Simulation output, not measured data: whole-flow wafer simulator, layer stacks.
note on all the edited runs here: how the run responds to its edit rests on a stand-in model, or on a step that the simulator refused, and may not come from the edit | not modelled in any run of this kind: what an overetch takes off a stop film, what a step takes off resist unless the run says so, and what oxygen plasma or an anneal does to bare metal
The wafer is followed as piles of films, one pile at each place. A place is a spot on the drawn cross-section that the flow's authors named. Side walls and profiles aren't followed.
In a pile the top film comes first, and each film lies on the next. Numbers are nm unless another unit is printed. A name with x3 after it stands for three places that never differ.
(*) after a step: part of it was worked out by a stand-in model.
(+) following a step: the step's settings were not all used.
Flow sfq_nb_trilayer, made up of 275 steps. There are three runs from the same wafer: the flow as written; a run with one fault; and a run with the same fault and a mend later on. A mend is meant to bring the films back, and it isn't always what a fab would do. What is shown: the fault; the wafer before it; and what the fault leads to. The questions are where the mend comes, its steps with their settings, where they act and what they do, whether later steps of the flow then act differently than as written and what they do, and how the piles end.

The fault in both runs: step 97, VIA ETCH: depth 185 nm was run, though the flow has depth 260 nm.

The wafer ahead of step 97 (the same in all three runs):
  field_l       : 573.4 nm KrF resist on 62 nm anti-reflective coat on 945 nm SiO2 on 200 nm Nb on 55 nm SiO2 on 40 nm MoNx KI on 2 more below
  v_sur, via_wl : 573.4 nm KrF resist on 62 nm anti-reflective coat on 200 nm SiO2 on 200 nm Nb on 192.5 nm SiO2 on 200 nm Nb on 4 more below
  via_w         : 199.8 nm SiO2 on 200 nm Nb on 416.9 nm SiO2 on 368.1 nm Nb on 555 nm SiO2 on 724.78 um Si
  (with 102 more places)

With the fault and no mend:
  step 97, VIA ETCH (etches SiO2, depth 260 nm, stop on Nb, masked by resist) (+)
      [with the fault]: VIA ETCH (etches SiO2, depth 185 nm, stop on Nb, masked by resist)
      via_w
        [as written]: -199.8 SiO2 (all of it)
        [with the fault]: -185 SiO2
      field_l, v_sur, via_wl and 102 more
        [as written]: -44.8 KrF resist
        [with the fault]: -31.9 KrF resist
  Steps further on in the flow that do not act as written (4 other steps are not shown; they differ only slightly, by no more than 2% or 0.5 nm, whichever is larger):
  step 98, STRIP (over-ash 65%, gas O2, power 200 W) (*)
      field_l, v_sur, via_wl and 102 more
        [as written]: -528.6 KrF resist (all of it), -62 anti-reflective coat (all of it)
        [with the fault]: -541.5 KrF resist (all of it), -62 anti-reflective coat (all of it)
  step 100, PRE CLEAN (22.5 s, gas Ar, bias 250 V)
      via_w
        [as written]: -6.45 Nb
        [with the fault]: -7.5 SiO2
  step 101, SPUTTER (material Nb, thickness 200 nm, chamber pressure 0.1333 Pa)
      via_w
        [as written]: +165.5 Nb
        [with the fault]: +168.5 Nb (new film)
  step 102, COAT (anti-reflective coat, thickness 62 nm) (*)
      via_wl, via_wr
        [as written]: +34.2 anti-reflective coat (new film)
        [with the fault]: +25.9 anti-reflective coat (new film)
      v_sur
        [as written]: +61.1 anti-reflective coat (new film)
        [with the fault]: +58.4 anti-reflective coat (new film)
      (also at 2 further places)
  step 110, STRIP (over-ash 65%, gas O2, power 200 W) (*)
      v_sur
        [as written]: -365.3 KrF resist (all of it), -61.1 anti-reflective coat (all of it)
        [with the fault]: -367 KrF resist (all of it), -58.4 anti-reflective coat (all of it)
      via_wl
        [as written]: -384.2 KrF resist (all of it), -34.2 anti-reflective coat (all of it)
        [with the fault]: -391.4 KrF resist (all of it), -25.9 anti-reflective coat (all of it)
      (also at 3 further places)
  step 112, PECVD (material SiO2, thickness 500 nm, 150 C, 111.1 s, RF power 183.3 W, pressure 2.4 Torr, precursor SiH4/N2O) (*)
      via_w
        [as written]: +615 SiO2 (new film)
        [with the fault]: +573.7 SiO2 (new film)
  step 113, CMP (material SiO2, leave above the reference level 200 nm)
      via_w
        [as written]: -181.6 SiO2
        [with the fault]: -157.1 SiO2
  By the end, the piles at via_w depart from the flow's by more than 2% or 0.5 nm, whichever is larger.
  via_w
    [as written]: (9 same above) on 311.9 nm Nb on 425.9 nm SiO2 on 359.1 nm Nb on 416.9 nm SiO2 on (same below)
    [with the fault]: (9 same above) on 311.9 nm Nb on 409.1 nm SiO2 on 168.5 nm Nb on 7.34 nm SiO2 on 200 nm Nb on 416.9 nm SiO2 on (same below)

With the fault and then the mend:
  The mend follows step 98.
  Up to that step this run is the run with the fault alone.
  step 98a, COAT (anti-reflective coat, thickness 62 nm) (*) (the flow's step 90, run once more)
      p4_fl x3, p4_w1 x9, p4_g1 x2 and 63 more
        +62 anti-reflective coat (new film)
      res, r_end, moat and 8 more
        +61.8 anti-reflective coat (new film)
      jj_sur, ce_l, c5j, ce_r, sp_r, be_r, r_sur
        +61.7 anti-reflective coat (new film)
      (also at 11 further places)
  step 98b, COAT (KrF resist, thickness 650 nm) (*) (the flow's step 91, run once more)
      p4_fl x3, p4_w1 x9, p4_g1 x2 and 63 more
        +650 KrF resist (new film)
      moat, field_r, lsp_l, ln_m5, lsp_m, ln_m6, lsp_r, l0_sur
        +649.5 KrF resist (new film)
      r_sur, res, r_end, l0v
        +649.4 KrF resist (new film)
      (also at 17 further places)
  step 98c, SOFTBAKE (KrF resist) (the flow's step 92, run once more)
      leaves every film unchanged at each place that is followed
  step 98d, EXPOSE (photomask I2, dose 11.91 mJ/cm2, NA 0.6, wavelength 248 nm) (*) (the flow's step 93, run once more)
      leaves every film unchanged at each place that is followed
  step 98e, PEB (KrF resist, 90 s) (the flow's step 94, run once more)
      jj_sur, ce_l, c5j and 92 more
        -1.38 KrF resist
      via_v, wire, be, be_sur, gap
        -1.37 KrF resist
      v_sur, via_sp
        -1.35 KrF resist
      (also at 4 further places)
  step 98f, DEVELOP (KrF resist, thickness 650 nm, 60 s) (the flow's step 95, run once more)
      field_l, v_sur, via_wl and 102 more
        -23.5 KrF resist
      via_w
        -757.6 KrF resist (all of it)
  step 98g, VIA ETCH (etches anti-reflective coat, depth 125 nm, masked by resist) (+) (the flow's step 96, run once more)
      field_l, v_sur, via_wl and 102 more
        -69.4 KrF resist
      via_w
        -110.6 anti-reflective coat (all of it)
  step 98h, VIA ETCH (etches SiO2, depth 75 nm, stop on Nb, masked by resist) (+) (the flow's step 97, run once more with other settings)
      field_l, v_sur, via_wl and 102 more
        -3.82 KrF resist
      via_w
        -14.8 SiO2 (all of it)
  step 98i, STRIP (over-ash 65%, gas O2, power 200 W) (*) (the flow's step 98, run once more)
      p4_fl x3, p4_w1 x9, p4_g1 x2 and 63 more
        -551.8 KrF resist (all of it), -62 anti-reflective coat (all of it)
      r_end, moat, field_r, lsp_l, ln_m5, lsp_m, lsp_r, l0_sur
        -551.3 KrF resist (all of it), -61.8 anti-reflective coat (all of it)
      ce_l, c5j
        -551 KrF resist (all of it), -61.7 anti-reflective coat (all of it)
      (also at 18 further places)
  Every later step of the flow that is run acts as written at every place that is followed.
  By the end, the piles equal the flow's at every place that both follow.
